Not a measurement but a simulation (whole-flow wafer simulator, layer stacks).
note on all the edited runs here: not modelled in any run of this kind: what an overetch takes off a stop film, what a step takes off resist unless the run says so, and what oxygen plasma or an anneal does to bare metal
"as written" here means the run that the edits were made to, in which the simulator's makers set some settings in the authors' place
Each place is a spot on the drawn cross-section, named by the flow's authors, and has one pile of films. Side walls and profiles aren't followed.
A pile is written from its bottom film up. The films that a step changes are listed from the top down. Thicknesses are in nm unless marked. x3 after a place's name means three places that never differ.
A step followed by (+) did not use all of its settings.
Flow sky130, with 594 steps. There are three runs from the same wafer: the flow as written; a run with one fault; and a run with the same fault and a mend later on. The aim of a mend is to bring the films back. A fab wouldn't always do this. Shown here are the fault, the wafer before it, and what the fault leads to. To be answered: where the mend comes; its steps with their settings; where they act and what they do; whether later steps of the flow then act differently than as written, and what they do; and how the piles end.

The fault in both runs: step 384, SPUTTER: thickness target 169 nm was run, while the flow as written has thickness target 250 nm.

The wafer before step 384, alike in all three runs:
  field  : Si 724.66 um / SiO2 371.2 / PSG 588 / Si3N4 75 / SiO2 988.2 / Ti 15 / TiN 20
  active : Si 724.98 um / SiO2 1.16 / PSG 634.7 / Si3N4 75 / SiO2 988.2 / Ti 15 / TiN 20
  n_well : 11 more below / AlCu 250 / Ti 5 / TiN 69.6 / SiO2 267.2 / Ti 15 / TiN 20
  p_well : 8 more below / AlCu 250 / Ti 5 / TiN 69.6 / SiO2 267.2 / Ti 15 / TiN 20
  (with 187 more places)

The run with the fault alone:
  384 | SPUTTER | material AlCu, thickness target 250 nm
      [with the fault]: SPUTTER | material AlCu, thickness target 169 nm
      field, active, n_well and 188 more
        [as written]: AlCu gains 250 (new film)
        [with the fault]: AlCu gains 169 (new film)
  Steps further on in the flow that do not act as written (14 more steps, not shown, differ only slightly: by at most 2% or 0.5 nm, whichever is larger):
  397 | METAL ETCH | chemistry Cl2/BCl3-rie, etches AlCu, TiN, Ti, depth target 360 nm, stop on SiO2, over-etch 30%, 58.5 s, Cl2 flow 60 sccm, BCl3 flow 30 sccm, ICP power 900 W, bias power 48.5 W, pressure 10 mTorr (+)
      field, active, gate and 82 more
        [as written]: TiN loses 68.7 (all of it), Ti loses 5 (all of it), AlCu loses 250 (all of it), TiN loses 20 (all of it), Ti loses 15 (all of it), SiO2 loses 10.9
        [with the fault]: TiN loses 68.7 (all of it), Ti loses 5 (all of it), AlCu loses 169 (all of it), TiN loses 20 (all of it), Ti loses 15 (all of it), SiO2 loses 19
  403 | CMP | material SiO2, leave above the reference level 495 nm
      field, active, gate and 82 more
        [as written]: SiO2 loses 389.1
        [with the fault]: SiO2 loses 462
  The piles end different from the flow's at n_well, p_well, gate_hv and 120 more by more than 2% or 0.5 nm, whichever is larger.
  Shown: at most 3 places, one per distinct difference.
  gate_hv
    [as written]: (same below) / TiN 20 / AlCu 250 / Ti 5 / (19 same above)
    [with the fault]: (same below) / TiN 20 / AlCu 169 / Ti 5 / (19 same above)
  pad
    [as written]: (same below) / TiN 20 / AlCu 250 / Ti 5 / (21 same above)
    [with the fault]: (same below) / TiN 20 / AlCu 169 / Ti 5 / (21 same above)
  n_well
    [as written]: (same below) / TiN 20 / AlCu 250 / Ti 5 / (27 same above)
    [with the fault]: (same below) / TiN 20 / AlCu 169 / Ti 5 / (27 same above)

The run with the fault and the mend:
  After step 384 comes the mend.
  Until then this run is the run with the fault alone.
  384a | SPUTTER | material AlCu, thickness target 81 nm (the flow's step 384 again, with other settings)
      field, active, n_well and 188 more
        AlCu gains 81
  None of the later steps of the flow acts differently than as written at any place that is followed.
  At every place that both follow, the piles at the end match the flow's.
